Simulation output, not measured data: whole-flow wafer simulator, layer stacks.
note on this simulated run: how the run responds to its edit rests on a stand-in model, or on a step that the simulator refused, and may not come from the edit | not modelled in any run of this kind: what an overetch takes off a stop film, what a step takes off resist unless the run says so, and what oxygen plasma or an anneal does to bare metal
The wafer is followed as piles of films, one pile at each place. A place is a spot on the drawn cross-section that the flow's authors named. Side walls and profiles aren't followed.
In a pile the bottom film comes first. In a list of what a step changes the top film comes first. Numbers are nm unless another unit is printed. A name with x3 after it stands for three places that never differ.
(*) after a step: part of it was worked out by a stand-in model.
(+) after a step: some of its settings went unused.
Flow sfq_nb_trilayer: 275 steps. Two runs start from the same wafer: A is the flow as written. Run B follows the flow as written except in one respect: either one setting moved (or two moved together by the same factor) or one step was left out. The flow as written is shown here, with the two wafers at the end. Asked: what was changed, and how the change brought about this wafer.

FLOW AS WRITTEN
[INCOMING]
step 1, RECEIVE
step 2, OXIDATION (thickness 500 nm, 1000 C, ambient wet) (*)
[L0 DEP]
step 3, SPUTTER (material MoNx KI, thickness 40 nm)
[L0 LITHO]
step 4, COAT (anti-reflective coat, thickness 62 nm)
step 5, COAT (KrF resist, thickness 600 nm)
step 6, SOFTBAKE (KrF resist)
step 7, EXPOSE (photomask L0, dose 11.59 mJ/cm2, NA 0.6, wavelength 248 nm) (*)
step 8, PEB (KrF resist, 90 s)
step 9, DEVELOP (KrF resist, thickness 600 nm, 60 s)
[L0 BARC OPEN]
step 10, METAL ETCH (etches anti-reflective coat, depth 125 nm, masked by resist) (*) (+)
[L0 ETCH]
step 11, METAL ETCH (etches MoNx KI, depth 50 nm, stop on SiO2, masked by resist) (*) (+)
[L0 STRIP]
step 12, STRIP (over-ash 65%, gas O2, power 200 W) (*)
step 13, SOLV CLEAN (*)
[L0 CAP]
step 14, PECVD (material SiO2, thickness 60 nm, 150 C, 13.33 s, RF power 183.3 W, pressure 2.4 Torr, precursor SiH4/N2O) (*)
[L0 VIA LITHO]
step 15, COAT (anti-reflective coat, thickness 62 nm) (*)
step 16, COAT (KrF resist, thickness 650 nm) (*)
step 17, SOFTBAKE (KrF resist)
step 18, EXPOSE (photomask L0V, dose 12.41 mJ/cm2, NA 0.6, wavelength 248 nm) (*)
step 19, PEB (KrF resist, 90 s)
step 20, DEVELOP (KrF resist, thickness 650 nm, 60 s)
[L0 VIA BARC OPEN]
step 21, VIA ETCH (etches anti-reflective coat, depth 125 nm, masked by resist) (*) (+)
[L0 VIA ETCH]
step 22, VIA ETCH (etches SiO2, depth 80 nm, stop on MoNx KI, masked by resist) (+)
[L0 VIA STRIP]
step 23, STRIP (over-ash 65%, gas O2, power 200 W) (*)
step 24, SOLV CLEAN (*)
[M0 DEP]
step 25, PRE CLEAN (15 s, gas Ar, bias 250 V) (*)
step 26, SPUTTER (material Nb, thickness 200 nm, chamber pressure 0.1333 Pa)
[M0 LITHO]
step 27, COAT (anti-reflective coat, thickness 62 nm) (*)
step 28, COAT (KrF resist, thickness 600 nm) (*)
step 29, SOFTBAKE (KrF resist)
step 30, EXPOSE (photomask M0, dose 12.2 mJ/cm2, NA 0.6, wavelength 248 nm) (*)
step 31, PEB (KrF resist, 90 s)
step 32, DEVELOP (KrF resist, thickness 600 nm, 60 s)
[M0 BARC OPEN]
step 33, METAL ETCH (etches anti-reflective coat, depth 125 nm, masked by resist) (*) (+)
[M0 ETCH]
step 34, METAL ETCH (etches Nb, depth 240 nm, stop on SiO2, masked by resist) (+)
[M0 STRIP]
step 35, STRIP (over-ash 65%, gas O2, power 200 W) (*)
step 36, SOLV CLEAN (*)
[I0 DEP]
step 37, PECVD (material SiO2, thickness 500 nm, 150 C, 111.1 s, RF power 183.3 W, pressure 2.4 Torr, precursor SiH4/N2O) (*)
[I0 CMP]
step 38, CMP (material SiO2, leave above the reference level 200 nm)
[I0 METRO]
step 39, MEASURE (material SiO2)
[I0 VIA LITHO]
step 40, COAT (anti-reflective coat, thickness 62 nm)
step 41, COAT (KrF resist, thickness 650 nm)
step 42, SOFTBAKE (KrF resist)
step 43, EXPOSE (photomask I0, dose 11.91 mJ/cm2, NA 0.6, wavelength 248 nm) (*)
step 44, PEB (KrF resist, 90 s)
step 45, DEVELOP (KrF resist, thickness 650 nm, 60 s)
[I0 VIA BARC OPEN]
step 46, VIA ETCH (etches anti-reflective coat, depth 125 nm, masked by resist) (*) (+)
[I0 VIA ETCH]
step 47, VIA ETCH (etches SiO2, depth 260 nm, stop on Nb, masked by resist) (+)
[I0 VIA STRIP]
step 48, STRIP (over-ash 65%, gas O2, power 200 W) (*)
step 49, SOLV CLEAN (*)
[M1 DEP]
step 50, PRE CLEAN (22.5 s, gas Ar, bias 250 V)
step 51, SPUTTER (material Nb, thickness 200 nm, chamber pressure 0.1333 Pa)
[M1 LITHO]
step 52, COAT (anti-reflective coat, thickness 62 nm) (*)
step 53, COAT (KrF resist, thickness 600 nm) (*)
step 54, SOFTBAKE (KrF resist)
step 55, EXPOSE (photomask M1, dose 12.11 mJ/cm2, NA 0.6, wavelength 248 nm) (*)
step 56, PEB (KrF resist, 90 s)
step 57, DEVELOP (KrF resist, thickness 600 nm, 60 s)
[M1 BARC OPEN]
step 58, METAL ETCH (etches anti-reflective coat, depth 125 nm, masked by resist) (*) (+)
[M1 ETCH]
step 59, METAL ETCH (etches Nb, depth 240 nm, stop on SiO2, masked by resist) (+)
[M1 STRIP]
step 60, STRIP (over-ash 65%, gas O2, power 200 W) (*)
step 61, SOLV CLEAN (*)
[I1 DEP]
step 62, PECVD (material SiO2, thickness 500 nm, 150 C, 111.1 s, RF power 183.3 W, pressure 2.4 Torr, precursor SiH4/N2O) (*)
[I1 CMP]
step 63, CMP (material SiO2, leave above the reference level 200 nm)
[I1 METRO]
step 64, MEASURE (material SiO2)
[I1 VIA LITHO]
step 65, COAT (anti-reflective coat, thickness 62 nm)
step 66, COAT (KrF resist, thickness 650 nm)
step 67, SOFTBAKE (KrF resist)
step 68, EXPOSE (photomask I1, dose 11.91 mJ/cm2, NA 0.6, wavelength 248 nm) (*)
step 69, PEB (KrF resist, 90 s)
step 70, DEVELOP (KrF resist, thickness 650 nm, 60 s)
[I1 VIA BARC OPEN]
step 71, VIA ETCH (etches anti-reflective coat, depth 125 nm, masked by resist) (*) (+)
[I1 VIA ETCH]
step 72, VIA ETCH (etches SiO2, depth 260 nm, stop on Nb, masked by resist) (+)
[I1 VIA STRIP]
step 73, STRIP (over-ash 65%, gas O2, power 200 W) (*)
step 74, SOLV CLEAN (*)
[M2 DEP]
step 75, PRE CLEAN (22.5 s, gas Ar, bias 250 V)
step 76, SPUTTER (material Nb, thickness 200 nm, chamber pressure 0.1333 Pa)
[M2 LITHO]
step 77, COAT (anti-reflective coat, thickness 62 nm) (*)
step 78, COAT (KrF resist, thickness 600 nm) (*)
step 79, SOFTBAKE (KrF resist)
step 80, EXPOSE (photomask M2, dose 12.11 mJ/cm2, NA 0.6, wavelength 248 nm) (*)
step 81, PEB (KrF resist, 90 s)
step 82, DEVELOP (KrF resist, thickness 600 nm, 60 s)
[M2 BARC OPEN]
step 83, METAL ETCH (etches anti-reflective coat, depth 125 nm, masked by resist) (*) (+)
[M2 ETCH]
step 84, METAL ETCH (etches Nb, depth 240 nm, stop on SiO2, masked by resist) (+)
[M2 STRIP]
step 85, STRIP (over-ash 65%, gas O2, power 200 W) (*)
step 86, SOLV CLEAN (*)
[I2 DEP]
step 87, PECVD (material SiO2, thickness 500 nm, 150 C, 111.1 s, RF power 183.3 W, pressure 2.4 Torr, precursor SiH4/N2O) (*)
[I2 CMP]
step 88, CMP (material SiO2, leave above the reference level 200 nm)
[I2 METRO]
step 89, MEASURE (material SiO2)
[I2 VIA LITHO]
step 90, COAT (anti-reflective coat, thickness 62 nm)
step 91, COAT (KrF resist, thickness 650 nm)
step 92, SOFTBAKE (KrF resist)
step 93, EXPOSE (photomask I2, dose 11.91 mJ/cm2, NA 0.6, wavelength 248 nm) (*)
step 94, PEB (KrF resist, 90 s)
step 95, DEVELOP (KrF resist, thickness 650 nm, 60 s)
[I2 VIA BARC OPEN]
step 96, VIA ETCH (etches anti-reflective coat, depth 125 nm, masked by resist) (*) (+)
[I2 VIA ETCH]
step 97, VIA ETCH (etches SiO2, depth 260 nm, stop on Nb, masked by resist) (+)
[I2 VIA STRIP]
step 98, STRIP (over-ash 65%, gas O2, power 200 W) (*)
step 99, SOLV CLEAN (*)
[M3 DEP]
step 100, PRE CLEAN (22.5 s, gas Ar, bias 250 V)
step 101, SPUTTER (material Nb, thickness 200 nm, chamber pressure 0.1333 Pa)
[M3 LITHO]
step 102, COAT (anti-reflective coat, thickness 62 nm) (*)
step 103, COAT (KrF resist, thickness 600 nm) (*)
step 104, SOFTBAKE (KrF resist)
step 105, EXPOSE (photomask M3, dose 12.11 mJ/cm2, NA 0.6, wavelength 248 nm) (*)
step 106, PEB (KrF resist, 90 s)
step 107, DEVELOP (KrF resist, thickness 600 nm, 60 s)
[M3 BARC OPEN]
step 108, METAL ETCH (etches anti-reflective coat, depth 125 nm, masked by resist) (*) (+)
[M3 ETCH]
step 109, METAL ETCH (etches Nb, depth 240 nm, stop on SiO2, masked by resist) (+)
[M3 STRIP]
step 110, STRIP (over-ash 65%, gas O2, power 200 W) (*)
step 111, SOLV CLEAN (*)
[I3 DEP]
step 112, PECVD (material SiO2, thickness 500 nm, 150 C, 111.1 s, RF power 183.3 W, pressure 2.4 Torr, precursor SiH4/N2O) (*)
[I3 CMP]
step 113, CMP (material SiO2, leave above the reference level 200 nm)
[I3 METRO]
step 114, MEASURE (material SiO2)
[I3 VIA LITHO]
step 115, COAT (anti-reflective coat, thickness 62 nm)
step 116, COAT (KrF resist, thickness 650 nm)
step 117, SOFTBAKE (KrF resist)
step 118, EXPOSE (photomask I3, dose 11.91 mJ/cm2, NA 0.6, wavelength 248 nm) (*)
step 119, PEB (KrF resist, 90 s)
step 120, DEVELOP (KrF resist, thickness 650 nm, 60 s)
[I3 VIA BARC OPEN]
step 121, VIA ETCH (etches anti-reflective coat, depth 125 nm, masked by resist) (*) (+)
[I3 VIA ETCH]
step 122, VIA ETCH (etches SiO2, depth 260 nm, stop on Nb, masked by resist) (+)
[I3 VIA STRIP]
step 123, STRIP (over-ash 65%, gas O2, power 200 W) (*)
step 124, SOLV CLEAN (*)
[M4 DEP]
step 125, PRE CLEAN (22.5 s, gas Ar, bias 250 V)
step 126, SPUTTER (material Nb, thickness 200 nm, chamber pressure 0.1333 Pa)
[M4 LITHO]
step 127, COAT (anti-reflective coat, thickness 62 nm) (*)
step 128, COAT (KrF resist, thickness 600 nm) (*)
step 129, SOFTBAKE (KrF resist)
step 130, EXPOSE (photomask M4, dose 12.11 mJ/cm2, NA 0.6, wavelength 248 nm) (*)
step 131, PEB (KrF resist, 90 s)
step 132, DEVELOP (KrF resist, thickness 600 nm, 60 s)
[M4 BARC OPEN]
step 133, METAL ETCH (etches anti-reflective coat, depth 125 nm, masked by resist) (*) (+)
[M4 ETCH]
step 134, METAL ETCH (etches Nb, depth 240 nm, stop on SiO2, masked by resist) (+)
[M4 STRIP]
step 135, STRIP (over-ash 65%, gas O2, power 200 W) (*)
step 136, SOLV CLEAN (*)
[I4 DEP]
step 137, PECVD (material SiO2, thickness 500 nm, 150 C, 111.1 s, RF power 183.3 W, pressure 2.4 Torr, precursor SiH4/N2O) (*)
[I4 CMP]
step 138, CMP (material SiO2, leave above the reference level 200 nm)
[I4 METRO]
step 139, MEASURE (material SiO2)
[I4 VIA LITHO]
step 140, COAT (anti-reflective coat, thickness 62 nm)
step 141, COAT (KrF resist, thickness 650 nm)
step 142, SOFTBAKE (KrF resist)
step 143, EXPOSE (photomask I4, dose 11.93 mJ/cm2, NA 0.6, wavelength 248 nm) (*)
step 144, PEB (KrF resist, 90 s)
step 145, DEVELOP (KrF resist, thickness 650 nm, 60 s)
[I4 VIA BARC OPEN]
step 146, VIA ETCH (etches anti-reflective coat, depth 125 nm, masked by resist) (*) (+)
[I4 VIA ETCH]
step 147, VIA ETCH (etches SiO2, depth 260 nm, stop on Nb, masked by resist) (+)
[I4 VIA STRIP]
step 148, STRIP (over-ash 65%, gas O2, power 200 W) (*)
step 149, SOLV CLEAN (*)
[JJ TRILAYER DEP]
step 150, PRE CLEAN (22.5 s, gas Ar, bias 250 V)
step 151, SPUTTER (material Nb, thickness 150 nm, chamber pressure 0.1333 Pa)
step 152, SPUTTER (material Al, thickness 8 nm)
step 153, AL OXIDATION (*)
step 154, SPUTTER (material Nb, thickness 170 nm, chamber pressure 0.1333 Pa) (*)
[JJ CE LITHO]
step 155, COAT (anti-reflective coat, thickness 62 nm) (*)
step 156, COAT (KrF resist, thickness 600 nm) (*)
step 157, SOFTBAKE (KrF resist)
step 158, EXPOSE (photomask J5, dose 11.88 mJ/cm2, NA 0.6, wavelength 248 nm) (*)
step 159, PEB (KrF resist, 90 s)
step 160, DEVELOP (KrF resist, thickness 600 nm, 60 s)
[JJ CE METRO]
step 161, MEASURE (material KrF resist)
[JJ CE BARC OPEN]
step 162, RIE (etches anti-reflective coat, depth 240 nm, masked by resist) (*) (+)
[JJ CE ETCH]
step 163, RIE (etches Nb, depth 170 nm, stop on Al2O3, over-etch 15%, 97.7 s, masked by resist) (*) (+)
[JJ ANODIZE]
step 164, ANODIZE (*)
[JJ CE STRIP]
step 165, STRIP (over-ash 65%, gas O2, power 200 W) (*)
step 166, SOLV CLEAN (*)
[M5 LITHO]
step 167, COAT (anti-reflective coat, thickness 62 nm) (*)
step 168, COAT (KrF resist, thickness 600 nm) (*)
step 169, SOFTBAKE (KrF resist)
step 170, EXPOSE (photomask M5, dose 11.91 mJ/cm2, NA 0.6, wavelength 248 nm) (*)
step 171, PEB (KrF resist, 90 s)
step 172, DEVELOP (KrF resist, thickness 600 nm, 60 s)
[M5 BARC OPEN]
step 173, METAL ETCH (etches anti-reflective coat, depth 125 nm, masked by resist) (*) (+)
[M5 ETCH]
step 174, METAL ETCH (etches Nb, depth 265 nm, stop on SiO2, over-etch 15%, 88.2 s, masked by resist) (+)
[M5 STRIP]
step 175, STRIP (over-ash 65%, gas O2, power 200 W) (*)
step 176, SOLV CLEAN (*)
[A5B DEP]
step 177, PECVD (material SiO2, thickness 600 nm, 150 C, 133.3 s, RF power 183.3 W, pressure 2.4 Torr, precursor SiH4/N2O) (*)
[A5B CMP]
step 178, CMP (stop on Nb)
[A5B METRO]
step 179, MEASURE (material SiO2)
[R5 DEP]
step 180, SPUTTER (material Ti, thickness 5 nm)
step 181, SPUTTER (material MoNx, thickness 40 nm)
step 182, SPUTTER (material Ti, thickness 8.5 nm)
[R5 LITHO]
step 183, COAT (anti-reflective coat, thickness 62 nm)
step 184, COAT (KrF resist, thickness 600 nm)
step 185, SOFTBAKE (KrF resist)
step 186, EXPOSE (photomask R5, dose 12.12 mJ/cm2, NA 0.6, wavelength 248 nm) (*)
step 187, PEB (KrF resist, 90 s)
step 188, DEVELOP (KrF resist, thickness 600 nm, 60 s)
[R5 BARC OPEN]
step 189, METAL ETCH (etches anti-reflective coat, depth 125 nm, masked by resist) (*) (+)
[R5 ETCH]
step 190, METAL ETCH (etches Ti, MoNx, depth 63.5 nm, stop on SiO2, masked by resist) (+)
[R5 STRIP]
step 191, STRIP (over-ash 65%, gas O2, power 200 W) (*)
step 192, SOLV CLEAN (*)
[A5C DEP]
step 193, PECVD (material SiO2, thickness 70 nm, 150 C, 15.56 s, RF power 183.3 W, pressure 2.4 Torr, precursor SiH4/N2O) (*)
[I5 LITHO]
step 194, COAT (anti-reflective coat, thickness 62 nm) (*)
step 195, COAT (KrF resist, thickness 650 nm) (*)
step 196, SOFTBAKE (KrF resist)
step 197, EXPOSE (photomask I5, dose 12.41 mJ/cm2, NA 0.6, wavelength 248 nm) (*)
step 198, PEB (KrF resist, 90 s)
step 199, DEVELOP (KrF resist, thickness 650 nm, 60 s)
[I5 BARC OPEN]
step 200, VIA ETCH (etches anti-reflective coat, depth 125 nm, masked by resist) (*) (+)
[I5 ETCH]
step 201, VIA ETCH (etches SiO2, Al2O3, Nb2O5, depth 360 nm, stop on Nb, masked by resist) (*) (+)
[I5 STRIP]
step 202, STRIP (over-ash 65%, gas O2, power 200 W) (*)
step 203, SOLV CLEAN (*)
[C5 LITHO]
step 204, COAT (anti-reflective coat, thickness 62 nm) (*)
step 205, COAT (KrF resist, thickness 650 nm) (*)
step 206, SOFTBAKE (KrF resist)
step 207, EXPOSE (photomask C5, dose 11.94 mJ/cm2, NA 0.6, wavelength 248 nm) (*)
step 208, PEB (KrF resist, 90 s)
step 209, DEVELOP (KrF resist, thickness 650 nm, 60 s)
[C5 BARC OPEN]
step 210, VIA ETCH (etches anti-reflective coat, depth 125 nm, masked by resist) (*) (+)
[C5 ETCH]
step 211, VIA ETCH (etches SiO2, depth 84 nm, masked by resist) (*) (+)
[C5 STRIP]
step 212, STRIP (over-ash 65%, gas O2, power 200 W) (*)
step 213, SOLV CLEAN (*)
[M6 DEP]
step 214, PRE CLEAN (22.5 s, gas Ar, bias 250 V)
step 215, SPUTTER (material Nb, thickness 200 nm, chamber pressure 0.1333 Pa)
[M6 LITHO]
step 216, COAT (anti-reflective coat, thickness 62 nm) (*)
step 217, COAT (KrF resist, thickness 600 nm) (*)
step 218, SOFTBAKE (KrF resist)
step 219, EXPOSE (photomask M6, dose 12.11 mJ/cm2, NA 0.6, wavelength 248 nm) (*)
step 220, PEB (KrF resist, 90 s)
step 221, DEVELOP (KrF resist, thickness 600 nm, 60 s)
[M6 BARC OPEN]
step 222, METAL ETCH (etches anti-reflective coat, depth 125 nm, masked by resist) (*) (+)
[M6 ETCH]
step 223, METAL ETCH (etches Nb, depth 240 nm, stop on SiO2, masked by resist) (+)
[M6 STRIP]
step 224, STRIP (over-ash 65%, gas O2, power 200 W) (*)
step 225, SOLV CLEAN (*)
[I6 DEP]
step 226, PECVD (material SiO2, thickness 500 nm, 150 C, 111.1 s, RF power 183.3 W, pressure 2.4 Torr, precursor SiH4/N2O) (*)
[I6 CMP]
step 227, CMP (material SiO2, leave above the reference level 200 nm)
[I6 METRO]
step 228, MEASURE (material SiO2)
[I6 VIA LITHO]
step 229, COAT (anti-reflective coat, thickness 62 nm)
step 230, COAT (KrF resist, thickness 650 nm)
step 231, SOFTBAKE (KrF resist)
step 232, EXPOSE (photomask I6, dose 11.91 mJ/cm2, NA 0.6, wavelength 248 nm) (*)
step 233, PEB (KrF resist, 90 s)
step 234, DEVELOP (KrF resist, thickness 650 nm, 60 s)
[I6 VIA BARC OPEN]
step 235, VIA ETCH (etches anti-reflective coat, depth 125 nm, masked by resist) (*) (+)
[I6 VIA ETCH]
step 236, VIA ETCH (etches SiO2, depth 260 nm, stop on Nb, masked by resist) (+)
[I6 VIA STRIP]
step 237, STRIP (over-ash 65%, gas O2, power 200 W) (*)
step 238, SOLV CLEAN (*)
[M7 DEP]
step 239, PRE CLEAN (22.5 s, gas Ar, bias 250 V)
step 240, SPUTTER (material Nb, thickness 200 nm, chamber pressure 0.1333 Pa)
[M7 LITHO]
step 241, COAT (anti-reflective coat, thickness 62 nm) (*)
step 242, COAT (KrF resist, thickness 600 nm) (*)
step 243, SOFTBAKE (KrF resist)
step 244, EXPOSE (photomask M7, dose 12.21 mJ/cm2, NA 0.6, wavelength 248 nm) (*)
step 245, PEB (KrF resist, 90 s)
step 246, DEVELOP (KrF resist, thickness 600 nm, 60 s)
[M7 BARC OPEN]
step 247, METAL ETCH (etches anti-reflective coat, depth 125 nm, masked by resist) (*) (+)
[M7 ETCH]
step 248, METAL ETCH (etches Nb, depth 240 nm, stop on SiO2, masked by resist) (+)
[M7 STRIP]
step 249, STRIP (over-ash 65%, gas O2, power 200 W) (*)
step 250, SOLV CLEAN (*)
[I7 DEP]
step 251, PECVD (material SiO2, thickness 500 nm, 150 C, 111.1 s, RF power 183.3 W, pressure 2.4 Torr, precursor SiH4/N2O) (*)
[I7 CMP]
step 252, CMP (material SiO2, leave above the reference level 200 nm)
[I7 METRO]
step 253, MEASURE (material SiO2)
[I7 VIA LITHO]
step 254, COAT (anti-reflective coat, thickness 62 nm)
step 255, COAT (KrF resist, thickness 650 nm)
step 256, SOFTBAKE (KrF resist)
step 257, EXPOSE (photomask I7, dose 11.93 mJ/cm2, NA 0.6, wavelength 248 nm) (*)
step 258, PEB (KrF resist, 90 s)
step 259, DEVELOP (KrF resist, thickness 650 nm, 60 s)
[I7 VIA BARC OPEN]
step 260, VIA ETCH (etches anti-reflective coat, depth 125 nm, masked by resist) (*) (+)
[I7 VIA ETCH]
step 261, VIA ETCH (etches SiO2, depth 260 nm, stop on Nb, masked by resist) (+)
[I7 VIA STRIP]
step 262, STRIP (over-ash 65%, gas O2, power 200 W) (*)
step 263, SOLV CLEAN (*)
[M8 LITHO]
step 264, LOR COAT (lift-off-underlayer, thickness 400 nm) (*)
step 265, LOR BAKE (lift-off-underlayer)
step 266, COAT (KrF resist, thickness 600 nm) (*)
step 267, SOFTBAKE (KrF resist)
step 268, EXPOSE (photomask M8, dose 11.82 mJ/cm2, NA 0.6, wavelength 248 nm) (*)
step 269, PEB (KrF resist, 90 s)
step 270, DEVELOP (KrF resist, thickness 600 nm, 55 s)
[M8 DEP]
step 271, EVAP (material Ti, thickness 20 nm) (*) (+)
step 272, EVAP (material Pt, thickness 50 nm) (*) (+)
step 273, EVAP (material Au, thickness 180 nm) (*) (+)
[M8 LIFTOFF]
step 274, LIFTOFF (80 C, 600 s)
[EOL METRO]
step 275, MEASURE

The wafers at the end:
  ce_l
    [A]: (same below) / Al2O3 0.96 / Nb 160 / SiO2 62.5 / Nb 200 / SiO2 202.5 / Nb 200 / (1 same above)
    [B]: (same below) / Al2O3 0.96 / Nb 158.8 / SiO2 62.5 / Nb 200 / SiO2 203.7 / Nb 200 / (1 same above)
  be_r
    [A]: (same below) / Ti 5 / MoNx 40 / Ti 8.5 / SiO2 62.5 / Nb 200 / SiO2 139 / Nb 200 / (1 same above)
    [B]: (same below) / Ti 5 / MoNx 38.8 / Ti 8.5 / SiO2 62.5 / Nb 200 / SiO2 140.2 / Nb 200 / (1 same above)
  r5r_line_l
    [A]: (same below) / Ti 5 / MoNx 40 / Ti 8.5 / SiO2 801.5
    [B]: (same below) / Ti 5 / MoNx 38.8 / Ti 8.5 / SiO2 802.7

Cause: step 181, SPUTTER: thickness 38.8 nm was run, though the flow has thickness 40 nm.
The wafer itself shows it: be_r has MoNx 38.8, and step 181 as written asks for 40 nm.

How this came from the change, step by step:
  step 181, SPUTTER (material MoNx, thickness 40 nm)
      field_l, v_sur, via_wl and 103 more: A +40 MoNx (new film) | B +38.8 MoNx (new film)
  step 190, METAL ETCH (etches Ti, MoNx, depth 63.5 nm, stop on SiO2, masked by resist) (+)
      field_l, v_sur, via_wl and 92 more: A -8.5 Ti (all of it), -40 MoNx (all of it), -5 Ti (all of it) | B -8.5 Ti (all of it), -38.8 MoNx (all of it), -5 Ti (all of it)
      ce_l, c5j, ce_r, wl_jj: A -8.5 Ti (all of it), -40 MoNx (all of it), -5 Ti (all of it), -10 Nb | B -8.5 Ti (all of it), -38.8 MoNx (all of it), -5 Ti (all of it), -11.2 Nb
